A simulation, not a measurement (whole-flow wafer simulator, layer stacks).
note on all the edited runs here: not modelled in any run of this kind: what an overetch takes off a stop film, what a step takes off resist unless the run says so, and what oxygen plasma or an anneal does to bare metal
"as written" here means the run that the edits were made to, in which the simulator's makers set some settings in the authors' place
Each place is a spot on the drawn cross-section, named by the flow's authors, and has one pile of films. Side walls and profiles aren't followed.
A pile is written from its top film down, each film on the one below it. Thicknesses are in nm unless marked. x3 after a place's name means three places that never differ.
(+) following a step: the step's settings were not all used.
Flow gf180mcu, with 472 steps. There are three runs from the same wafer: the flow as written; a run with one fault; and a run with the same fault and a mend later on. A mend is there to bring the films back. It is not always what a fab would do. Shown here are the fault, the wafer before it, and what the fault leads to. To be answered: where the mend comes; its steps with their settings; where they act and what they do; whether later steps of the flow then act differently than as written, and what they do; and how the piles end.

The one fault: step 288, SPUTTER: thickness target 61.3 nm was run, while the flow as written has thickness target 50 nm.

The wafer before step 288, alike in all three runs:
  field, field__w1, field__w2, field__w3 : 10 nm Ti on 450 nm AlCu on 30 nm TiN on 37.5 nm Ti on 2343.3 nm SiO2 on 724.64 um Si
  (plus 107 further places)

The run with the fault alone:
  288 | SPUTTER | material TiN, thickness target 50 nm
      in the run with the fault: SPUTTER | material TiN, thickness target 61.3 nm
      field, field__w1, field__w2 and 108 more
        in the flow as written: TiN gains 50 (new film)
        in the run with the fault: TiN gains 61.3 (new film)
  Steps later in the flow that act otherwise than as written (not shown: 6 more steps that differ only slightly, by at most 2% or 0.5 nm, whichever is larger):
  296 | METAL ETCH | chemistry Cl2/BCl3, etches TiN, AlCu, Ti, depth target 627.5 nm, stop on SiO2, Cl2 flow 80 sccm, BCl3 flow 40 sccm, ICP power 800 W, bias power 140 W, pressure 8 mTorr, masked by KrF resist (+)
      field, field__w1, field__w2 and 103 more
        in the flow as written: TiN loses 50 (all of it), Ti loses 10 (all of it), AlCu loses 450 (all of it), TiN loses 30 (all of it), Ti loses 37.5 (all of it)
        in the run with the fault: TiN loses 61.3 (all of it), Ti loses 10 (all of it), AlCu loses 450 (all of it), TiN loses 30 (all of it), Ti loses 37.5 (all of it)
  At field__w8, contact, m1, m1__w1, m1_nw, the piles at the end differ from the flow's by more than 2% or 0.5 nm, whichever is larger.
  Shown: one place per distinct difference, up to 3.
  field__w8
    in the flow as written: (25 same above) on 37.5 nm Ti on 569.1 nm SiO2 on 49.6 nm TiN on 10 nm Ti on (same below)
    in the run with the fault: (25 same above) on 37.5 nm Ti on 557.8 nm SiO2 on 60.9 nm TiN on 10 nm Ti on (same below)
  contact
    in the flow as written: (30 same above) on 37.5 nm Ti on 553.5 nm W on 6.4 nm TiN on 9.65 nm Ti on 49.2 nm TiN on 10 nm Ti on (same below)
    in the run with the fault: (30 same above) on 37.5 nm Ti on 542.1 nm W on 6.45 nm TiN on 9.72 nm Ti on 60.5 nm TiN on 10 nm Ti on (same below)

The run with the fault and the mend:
  The mend follows step 288.
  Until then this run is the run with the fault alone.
  288a | METAL ETCH | chemistry Cl2/BCl3, etches TiN, AlCu, Ti, depth target 11.3 nm, Cl2 flow 80 sccm, BCl3 flow 40 sccm, ICP power 800 W, bias power 140 W, pressure 8 mTorr (a further turn of the flow's step 260, with different settings)
      field, field__w1, field__w2 and 108 more
        TiN loses 11.3
  Later steps of the flow that are run all act as written at every place that is followed.
  At every place that both follow, the piles at the end match the flow's.
